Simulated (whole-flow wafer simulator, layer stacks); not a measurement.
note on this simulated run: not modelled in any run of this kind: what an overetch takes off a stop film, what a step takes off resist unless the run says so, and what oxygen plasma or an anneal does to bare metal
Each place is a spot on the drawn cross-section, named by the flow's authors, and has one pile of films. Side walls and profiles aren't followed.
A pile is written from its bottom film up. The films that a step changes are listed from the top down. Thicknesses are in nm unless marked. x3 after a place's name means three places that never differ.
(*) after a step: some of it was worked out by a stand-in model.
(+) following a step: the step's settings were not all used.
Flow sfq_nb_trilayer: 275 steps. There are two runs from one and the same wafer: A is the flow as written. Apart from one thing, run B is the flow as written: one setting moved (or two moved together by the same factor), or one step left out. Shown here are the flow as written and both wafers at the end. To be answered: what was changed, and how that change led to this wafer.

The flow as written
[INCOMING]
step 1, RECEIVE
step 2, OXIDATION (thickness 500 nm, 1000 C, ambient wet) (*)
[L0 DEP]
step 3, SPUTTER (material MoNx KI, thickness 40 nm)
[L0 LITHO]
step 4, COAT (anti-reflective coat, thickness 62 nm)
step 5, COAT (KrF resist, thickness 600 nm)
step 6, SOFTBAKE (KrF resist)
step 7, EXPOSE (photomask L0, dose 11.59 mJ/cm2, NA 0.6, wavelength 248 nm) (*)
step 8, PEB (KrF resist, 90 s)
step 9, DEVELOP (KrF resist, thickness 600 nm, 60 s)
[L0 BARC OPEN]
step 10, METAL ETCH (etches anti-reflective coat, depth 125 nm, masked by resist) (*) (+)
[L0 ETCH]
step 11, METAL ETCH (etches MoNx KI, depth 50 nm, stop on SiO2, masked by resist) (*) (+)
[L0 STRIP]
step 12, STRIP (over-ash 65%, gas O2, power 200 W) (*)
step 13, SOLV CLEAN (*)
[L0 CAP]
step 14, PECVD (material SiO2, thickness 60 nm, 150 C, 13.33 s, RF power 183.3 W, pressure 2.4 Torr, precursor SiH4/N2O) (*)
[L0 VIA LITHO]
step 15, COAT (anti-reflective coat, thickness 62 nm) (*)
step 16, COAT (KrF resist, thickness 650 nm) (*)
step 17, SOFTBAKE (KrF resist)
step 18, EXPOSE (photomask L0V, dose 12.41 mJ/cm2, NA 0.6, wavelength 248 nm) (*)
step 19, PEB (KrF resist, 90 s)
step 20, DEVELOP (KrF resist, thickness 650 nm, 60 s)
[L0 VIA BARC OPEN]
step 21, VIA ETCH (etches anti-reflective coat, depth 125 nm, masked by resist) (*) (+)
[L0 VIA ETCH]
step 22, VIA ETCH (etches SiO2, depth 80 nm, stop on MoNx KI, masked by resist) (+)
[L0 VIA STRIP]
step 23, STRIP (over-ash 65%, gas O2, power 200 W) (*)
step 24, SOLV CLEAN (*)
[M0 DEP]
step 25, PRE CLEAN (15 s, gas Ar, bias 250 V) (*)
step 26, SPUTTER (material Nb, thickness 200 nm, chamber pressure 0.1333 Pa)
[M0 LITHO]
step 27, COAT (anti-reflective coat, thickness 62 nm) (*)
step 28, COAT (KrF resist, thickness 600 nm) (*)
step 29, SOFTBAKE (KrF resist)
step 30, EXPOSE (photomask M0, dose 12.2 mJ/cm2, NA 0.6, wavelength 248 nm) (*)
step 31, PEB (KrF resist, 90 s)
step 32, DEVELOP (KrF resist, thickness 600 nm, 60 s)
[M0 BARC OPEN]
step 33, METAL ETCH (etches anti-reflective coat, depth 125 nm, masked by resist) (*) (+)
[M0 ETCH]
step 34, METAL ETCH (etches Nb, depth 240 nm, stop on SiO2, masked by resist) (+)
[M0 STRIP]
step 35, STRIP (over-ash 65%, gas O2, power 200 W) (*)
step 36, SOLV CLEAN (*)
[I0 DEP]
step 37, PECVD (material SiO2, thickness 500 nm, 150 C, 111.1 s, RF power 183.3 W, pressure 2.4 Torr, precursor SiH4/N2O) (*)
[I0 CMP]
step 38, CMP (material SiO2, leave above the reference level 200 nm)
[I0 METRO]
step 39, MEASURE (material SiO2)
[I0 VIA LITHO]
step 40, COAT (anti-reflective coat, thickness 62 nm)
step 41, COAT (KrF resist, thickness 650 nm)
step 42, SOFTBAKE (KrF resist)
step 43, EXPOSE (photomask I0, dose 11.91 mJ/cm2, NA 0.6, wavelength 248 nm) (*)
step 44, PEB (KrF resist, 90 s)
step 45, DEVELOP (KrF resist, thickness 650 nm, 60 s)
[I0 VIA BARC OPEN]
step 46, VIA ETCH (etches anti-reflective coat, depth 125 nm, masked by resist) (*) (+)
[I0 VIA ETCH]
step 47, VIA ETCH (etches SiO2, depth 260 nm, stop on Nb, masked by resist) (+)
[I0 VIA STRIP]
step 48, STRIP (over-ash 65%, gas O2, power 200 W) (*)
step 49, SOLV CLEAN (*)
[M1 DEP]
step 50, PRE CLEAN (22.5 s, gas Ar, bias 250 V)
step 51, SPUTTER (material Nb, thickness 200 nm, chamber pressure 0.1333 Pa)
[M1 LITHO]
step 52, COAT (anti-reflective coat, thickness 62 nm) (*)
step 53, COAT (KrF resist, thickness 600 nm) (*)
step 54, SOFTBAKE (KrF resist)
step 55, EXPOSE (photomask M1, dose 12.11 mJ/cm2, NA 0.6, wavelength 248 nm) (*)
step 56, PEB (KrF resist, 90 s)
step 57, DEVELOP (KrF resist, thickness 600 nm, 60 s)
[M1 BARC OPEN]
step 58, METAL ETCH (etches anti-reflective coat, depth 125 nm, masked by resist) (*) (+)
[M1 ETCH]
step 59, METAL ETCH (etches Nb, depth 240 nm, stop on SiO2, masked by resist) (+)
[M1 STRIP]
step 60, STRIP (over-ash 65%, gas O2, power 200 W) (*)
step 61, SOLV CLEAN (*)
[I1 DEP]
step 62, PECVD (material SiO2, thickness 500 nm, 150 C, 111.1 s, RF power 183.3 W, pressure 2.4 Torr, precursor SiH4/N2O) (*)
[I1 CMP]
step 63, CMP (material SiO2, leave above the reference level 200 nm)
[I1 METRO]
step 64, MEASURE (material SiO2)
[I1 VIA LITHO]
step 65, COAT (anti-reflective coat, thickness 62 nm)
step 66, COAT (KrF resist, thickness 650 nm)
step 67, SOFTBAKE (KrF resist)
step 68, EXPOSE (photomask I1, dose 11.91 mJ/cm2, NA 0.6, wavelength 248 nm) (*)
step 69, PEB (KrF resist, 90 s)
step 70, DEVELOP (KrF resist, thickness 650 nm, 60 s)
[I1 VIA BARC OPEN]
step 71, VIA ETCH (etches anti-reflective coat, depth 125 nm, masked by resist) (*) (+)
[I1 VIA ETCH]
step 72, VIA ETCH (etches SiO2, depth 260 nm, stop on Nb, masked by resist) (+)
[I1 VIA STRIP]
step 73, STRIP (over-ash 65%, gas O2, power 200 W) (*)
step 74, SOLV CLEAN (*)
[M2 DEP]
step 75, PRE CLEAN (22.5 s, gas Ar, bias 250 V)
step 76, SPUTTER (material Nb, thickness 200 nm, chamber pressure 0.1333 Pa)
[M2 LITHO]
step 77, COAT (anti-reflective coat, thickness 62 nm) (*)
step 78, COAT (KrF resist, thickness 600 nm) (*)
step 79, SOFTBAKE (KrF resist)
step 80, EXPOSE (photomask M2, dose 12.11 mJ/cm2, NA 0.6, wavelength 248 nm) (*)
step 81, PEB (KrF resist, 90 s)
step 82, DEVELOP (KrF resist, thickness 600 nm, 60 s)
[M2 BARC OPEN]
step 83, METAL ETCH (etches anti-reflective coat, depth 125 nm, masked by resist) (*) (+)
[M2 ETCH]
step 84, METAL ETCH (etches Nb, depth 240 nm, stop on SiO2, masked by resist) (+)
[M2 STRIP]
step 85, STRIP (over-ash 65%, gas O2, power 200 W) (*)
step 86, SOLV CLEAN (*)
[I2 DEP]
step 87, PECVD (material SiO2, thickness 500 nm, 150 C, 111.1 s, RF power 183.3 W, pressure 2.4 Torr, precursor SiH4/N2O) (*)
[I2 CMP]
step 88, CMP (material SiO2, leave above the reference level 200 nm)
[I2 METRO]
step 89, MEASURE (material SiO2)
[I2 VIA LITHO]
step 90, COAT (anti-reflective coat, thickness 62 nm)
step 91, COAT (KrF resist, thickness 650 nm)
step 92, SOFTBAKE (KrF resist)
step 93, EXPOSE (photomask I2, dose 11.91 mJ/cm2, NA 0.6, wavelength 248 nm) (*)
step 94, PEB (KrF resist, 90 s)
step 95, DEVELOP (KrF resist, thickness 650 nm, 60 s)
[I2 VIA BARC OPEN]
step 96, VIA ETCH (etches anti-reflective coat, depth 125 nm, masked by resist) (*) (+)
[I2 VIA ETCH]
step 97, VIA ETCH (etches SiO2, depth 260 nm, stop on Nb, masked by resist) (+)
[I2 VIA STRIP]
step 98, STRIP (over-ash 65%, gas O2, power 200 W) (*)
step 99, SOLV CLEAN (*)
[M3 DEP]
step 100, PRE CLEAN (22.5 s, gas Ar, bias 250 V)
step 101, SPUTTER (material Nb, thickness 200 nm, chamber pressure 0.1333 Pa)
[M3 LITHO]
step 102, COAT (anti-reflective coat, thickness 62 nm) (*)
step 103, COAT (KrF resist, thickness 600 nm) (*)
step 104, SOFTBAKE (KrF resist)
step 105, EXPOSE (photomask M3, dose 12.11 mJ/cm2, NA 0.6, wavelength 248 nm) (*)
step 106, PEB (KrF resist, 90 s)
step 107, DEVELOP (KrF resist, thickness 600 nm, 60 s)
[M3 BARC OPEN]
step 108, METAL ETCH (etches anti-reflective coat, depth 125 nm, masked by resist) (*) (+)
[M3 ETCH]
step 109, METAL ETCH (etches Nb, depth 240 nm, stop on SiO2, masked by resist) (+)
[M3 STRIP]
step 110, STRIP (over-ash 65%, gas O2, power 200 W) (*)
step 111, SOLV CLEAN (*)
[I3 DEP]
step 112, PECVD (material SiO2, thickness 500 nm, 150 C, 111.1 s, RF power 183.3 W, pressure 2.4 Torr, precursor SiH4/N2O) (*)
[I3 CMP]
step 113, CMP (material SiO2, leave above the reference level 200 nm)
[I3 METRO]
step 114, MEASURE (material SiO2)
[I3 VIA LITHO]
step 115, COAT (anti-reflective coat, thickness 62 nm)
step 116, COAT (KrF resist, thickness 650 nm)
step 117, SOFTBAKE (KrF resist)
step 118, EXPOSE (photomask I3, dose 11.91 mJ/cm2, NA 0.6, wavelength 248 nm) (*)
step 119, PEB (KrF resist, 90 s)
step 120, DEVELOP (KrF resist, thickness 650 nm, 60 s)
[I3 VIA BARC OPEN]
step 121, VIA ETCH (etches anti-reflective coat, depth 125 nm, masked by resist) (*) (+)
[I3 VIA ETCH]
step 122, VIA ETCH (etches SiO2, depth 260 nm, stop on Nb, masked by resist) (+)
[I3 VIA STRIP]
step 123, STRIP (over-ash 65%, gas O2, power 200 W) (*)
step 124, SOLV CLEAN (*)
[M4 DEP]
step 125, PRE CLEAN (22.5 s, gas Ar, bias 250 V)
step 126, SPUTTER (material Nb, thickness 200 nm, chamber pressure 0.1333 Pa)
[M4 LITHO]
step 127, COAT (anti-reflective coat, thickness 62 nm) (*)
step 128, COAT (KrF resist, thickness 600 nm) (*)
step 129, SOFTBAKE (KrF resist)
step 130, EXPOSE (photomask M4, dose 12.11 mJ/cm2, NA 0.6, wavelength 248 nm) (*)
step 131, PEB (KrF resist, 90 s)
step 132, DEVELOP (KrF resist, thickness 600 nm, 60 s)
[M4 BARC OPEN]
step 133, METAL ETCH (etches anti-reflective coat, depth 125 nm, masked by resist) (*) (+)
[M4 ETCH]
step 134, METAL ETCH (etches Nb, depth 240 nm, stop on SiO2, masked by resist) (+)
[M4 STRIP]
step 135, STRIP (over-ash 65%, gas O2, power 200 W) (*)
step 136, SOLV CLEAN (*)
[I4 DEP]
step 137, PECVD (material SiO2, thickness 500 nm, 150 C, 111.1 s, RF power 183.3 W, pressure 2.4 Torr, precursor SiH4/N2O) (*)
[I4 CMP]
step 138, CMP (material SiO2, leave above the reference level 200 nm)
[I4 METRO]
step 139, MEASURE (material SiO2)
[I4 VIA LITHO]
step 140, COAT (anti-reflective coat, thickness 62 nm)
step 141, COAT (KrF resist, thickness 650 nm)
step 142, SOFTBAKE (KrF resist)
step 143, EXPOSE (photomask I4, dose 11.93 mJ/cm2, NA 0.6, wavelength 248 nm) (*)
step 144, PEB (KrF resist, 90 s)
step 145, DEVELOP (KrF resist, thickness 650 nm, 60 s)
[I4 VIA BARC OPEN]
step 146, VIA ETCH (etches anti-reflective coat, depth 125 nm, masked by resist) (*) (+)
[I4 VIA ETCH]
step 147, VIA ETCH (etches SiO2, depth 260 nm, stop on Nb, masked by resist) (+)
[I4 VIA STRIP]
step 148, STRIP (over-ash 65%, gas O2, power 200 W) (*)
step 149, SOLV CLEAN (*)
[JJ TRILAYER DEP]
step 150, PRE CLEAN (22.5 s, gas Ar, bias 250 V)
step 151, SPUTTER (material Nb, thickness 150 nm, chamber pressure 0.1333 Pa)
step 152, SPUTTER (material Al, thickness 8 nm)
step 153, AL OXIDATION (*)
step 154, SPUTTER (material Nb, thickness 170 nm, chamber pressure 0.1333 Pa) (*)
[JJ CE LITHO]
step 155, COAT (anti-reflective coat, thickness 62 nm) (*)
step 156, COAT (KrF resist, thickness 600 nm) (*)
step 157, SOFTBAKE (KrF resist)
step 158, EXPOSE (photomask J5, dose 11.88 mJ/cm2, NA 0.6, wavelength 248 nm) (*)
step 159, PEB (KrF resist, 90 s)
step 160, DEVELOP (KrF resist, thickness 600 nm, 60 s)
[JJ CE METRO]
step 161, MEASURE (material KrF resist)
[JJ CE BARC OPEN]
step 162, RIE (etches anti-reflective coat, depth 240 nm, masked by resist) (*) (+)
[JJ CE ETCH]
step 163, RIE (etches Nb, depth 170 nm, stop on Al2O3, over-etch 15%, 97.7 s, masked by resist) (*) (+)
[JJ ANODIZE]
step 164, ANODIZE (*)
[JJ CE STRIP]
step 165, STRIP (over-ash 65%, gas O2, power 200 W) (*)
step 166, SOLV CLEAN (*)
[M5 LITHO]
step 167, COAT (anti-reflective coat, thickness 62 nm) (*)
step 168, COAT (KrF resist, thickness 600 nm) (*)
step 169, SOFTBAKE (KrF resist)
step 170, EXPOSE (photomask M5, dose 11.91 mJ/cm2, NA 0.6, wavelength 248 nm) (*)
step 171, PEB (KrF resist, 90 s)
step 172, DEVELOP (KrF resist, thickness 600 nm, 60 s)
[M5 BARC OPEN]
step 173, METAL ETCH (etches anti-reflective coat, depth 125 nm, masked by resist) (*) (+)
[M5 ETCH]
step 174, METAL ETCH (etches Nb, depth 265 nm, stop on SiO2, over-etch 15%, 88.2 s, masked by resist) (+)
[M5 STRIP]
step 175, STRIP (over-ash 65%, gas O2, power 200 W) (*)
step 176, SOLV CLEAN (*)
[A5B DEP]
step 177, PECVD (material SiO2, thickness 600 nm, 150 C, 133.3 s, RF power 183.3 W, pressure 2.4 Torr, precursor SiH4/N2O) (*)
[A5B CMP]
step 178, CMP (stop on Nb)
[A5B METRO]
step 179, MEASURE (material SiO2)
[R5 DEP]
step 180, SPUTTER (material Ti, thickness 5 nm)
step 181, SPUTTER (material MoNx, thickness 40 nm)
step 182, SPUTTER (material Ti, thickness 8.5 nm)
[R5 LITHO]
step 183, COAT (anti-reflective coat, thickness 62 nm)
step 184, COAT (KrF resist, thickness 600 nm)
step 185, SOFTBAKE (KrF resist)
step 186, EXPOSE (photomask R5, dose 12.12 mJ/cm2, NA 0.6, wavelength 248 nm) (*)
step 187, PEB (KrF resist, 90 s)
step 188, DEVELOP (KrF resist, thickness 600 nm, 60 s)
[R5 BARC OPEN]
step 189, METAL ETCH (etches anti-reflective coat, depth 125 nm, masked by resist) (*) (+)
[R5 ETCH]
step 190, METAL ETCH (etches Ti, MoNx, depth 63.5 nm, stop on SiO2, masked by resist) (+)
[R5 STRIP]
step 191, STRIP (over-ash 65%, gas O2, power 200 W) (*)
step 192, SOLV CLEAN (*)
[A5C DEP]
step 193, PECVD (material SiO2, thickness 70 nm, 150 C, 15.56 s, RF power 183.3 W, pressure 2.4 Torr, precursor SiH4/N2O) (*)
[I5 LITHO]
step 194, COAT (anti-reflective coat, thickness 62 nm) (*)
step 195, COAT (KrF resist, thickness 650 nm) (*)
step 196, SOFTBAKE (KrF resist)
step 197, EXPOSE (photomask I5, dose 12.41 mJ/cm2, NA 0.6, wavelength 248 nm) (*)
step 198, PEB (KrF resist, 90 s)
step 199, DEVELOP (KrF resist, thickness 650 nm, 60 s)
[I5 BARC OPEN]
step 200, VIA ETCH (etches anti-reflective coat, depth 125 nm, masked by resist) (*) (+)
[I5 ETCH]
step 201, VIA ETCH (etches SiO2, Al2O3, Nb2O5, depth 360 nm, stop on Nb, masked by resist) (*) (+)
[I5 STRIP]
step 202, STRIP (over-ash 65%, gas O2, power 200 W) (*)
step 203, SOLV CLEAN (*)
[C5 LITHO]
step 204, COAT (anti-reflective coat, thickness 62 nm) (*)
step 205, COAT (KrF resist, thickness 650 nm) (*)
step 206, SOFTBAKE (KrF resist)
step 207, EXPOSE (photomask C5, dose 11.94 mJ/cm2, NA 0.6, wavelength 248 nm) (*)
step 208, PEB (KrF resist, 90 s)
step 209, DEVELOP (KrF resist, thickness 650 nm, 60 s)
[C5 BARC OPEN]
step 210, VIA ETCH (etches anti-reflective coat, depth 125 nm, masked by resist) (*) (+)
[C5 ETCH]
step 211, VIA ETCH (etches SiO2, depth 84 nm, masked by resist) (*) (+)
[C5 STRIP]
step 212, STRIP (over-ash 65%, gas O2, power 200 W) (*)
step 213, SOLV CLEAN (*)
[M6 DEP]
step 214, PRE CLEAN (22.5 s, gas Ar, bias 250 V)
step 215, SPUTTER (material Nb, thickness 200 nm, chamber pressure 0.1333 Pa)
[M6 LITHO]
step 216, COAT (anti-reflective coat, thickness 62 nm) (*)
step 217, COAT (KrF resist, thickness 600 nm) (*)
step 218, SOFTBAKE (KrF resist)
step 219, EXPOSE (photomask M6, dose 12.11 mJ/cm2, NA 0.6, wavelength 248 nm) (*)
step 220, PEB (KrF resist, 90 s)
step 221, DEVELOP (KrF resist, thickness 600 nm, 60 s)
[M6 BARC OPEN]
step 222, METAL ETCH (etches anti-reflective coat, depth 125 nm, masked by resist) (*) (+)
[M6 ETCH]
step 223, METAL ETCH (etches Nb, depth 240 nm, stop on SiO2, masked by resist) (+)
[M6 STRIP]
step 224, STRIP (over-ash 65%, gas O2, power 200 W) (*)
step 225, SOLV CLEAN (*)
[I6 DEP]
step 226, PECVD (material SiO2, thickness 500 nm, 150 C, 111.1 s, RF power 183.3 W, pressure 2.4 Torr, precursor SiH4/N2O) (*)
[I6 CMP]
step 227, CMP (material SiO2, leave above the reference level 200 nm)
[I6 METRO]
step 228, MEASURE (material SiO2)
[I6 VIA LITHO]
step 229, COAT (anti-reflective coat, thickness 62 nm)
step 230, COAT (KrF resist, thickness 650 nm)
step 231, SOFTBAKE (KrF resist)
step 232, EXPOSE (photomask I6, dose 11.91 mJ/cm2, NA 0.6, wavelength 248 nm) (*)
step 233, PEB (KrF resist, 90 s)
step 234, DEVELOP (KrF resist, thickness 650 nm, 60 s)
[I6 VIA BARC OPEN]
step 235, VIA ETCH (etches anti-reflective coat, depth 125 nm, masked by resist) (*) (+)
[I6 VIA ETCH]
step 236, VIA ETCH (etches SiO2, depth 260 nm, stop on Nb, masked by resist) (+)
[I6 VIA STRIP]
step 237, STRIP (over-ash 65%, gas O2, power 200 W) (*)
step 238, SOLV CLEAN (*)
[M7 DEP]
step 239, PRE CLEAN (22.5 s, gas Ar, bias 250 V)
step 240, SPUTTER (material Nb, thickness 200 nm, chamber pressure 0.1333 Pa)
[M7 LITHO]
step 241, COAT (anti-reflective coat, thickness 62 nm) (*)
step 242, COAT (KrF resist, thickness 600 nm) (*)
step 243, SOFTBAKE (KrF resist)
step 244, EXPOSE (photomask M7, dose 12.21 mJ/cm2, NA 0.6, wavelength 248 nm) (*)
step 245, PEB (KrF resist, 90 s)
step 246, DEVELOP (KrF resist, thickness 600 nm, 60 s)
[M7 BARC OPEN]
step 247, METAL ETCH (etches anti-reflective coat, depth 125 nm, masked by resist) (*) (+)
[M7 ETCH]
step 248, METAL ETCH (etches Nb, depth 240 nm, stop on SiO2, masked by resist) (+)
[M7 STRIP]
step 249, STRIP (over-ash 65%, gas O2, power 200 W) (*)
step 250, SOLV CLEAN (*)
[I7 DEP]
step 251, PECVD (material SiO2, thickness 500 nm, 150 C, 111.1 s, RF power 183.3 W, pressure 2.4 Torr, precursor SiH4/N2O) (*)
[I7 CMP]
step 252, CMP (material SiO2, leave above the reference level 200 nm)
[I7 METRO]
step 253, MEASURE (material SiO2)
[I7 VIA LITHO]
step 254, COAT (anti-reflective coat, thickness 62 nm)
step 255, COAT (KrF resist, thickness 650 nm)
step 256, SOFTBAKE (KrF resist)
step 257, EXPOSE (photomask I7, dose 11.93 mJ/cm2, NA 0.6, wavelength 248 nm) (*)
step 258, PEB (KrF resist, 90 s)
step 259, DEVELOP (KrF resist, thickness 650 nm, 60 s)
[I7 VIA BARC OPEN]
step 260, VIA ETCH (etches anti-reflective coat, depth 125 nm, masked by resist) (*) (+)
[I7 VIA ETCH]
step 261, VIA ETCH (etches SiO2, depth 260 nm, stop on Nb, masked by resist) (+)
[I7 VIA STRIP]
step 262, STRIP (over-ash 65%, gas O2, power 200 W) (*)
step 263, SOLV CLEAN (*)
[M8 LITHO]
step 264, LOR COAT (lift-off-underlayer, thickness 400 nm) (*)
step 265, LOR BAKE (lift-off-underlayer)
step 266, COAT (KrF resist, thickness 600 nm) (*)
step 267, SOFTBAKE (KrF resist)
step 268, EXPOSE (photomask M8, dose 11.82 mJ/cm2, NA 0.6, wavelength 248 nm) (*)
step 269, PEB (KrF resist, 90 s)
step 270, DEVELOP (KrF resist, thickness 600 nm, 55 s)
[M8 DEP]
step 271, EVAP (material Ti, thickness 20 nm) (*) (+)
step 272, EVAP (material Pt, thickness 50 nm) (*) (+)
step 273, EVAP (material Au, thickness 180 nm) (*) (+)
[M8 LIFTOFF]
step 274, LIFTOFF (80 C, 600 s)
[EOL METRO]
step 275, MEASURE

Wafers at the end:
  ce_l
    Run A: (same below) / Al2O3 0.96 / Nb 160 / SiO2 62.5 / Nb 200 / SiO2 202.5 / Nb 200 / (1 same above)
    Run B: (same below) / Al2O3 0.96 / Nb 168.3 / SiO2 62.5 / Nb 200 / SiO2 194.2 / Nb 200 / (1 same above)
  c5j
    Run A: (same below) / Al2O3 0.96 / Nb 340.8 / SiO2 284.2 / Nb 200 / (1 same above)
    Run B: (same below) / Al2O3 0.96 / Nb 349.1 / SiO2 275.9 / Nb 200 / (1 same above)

The reason: step 190, METAL ETCH: depth 55.2 nm was run, while the flow as written has depth 63.5 nm.

How this came from the change, step by step:
  step 190, METAL ETCH (etches Ti, MoNx, depth 63.5 nm, stop on SiO2, masked by resist) (+)
      be_r, r_sur, res, r_end, r5r_line_l, r5r_line_c, r5r_line_r: A KrF resist loses 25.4 | B KrF resist loses 22.1
      ce_l, c5j, ce_r, wl_jj: A Ti loses 8.5 (all of it), MoNx loses 40 (all of it), Ti loses 5 (all of it), Nb loses 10 | B Ti loses 8.5 (all of it), MoNx loses 40 (all of it), Ti loses 5 (all of it), Nb loses 1.7
  step 194, COAT (anti-reflective coat, thickness 62 nm) (*)
      wl_j_sl, wl_j_sr: A anti-reflective coat gains 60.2 (new film) | B anti-reflective coat gains 61.7 (new film)
      jj_sur: A anti-reflective coat gains 60.8 (new film) | B anti-reflective coat gains 62.3 (new film)
      (as well as at 5 more places)
  step 202, STRIP (over-ash 65%, gas O2, power 200 W) (*)
      wl_j_sl, wl_j_sr: A KrF resist loses 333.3 (all of it), anti-reflective coat loses 60.2 (all of it) | B KrF resist loses 333.1 (all of it), anti-reflective coat loses 61.7 (all of it)
      jj_sur: A KrF resist loses 337.2 (all of it), anti-reflective coat loses 60.8 (all of it) | B KrF resist loses 337 (all of it), anti-reflective coat loses 62.3 (all of it)
      (as well as at 5 more places)
  step 204, COAT (anti-reflective coat, thickness 62 nm) (*)
      wl_j_sl, wl_j_sr: A anti-reflective coat gains 60.2 (new film) | B anti-reflective coat gains 61.7 (new film)
      jj_sur: A anti-reflective coat gains 59.5 (new film) | B anti-reflective coat gains 61 (new film)
      (as well as at 5 more places)
  step 210, VIA ETCH (etches anti-reflective coat, depth 125 nm, masked by resist) (*) (+)
      c5j: A anti-reflective coat loses 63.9 (all of it), SiO2 loses 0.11 | B anti-reflective coat loses 61.8 (all of it), SiO2 loses 0.12
  step 212, STRIP (over-ash 65%, gas O2, power 200 W) (*)
      wl_j_sl, wl_j_sr: A KrF resist loses 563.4 (all of it), anti-reflective coat loses 60.2 (all of it) | B KrF resist loses 563.3 (all of it), anti-reflective coat loses 61.7 (all of it)
      jj_sur: A KrF resist loses 562 (all of it), anti-reflective coat loses 59.5 (all of it) | B KrF resist loses 561.8 (all of it), anti-reflective coat loses 61 (all of it)
      (as well as at 4 more places)
  step 216, COAT (anti-reflective coat, thickness 62 nm) (*)
      wl_j_sl, wl_j_sr: A anti-reflective coat gains 60.2 (new film) | B anti-reflective coat gains 61.7 (new film)
      jj_sur: A anti-reflective coat gains 56.1 (new film) | B anti-reflective coat gains 58.2 (new film)
      (as well as at 4 more places)
  step 224, STRIP (over-ash 65%, gas O2, power 200 W) (*)
      wl_j_sl, wl_j_sr: A KrF resist loses 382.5 (all of it), anti-reflective coat loses 60.2 (all of it) | B KrF resist loses 382.4 (all of it), anti-reflective coat loses 61.7 (all of it)
      jj_sur: A KrF resist loses 378.5 (all of it), anti-reflective coat loses 56.1 (all of it) | B KrF resist loses 378 (all of it), anti-reflective coat loses 58.2 (all of it)
      (as well as at 4 more places)
  step 227, CMP (material SiO2, leave above the reference level 200 nm)
      ce_l, ce_r, wl_jj: A SiO2 loses 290 | B SiO2 loses 298.3
      c5j: A SiO2 loses 223 | B SiO2 loses 231.3
